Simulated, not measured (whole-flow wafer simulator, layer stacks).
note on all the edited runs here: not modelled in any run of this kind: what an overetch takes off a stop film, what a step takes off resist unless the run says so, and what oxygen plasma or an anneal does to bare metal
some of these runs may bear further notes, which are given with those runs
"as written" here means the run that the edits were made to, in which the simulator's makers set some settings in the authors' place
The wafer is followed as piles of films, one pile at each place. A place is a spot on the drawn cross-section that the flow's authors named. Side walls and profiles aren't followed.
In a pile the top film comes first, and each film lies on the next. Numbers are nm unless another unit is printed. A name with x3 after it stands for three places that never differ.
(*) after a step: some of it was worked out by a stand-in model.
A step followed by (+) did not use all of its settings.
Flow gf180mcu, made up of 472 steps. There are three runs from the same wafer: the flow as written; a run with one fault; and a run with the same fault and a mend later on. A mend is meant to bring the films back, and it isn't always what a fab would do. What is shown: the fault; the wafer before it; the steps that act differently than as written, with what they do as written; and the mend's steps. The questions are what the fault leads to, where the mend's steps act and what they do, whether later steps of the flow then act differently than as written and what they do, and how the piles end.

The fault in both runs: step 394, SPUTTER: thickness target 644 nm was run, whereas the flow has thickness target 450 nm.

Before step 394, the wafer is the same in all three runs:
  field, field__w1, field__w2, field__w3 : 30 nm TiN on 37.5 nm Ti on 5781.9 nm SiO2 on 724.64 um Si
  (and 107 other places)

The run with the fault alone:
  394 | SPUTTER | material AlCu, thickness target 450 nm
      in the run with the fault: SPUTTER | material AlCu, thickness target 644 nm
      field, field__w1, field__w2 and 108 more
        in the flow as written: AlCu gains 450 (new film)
        in the run with the fault: AlCu gains 644 (new film)
  Later steps of the flow acting differently than as written (1 other step is not shown; it differs only slightly, by no more than 2% or 0.5 nm, whichever is larger):
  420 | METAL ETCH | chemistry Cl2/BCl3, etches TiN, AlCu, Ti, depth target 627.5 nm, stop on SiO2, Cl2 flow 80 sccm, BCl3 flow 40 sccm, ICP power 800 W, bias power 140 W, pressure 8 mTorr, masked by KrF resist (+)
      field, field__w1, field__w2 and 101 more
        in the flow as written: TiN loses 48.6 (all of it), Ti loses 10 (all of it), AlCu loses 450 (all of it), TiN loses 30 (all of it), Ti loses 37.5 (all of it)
        in the run with the fault: TiN loses 48.6 (all of it), Ti loses 10 (all of it), AlCu loses 568.9
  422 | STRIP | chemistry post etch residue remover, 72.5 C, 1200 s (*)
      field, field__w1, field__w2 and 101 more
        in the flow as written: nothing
        in the run with the fault: AlCu loses 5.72
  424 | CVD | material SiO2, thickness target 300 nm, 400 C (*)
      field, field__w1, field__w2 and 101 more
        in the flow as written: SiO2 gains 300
        in the run with the fault: SiO2 gains 300 (new film)
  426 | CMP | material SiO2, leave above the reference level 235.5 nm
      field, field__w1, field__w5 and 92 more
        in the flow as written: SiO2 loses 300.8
        in the run with the fault: SiO2 loses 243.7
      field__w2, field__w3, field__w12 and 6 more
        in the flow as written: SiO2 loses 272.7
        in the run with the fault: SiO2 loses 212.9
  The piles end different from the flow's at field, field__w1, field__w2 and 109 more by more than 2% or 0.5 nm, whichever is larger.
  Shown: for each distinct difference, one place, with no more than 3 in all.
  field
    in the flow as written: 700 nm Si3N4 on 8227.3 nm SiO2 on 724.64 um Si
    in the run with the fault: 700 nm Si3N4 on 2502.5 nm SiO2 on 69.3 nm AlCu on 30 nm TiN on 37.5 nm Ti on 5781.9 nm SiO2 on 724.64 um Si
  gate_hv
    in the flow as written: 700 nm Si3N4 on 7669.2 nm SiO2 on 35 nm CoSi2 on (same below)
    in the run with the fault: 700 nm Si3N4 on 2502.5 nm SiO2 on 69.3 nm AlCu on 30 nm TiN on 37.5 nm Ti on 5223.8 nm SiO2 on 35 nm CoSi2 on (same below)
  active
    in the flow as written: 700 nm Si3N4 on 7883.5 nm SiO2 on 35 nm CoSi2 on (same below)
    in the run with the fault: 700 nm Si3N4 on 2502.5 nm SiO2 on 69.3 nm AlCu on 30 nm TiN on 37.5 nm Ti on 5438.1 nm SiO2 on 35 nm CoSi2 on (same below)

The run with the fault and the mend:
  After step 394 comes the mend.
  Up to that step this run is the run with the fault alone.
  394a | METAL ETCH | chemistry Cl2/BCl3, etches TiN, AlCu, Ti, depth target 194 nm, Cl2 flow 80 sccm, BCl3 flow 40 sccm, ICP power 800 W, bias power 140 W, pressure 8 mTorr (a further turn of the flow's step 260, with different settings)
      field, field__w1, field__w2 and 108 more
        AlCu loses 194
  None of the later steps of the flow acts differently than as written at any place that is followed.
  The piles end the same as the flow's at every place that both follow.
